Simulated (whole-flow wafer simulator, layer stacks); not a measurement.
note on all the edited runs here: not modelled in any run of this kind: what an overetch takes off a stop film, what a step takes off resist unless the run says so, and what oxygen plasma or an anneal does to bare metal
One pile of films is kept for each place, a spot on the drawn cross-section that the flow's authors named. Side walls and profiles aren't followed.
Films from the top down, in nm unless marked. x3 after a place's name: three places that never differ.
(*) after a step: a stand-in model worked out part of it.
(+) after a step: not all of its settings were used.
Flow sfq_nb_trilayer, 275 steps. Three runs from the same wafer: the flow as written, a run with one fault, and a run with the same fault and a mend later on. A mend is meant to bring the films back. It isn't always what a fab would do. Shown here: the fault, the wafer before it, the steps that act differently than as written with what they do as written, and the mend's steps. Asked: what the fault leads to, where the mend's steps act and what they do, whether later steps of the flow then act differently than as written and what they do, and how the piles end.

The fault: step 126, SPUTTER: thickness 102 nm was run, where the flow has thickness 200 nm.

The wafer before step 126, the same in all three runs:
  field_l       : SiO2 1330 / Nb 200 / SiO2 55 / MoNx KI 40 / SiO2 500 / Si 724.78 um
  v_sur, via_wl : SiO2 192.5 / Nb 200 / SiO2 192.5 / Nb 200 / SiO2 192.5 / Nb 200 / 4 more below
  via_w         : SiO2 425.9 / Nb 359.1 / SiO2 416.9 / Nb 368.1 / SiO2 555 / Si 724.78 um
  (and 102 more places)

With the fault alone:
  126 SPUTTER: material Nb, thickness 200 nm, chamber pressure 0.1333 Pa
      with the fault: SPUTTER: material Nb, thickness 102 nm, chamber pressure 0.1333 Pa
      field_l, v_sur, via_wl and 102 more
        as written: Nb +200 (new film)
        with the fault: Nb +102 (new film)
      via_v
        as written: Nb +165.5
        with the fault: Nb +84.1
  Later steps of the flow that act differently than as written (4 more steps differ only slightly, by at most 2% or 0.5 nm, whichever is larger, and aren't shown):
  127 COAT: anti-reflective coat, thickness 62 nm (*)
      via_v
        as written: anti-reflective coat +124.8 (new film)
        with the fault: anti-reflective coat +120 (new film)
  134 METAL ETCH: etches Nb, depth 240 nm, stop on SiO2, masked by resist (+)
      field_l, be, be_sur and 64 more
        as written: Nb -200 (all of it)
        with the fault: Nb -102 (all of it)
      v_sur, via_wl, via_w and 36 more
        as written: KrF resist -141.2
        with the fault: KrF resist -90
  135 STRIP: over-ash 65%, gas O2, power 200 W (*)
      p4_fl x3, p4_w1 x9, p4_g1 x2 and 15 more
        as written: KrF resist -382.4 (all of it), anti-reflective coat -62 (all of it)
        with the fault: KrF resist -433.6 (all of it), anti-reflective coat -62 (all of it)
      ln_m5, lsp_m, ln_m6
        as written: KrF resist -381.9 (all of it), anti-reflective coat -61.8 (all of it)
        with the fault: KrF resist -433.1 (all of it), anti-reflective coat -61.8 (all of it)
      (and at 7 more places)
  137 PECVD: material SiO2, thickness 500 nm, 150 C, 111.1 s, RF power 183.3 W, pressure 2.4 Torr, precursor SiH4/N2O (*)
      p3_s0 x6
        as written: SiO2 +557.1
        with the fault: SiO2 +500
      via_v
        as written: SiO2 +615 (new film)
        with the fault: SiO2 +587.8 (new film)
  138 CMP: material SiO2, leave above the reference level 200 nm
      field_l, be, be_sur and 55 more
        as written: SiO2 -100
        with the fault: SiO2 -198
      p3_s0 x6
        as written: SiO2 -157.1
        with the fault: SiO2 -198
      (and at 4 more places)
  At the end the piles differ from the flow's by more than 2% or 0.5 nm, whichever is larger, at field_l, v_sur, via_wl and 103 more.
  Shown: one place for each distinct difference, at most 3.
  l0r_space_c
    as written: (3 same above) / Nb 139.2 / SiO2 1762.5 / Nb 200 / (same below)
    with the fault: (3 same above) / Nb 139.2 / SiO2 1664.5 / Nb 200 / (same below)
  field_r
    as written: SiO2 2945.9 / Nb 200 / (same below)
    with the fault: SiO2 2847.9 / Nb 200 / (same below)
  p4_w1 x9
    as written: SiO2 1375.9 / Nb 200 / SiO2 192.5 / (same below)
    with the fault: SiO2 1375.9 / Nb 102 / SiO2 192.5 / (same below)

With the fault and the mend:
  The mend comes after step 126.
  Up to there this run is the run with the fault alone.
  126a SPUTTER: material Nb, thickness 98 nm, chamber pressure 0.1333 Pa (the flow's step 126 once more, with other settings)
      field_l, v_sur, via_wl and 102 more
        Nb +98
      via_v
        Nb +79.8
  No later step of the flow acts differently than as written, at any place that is followed, by more than 2% or 0.5 nm, whichever is larger.
  At the end the piles differ from the flow's only slightly at the places that both follow, by at most 2% or 0.5 nm, whichever is larger.
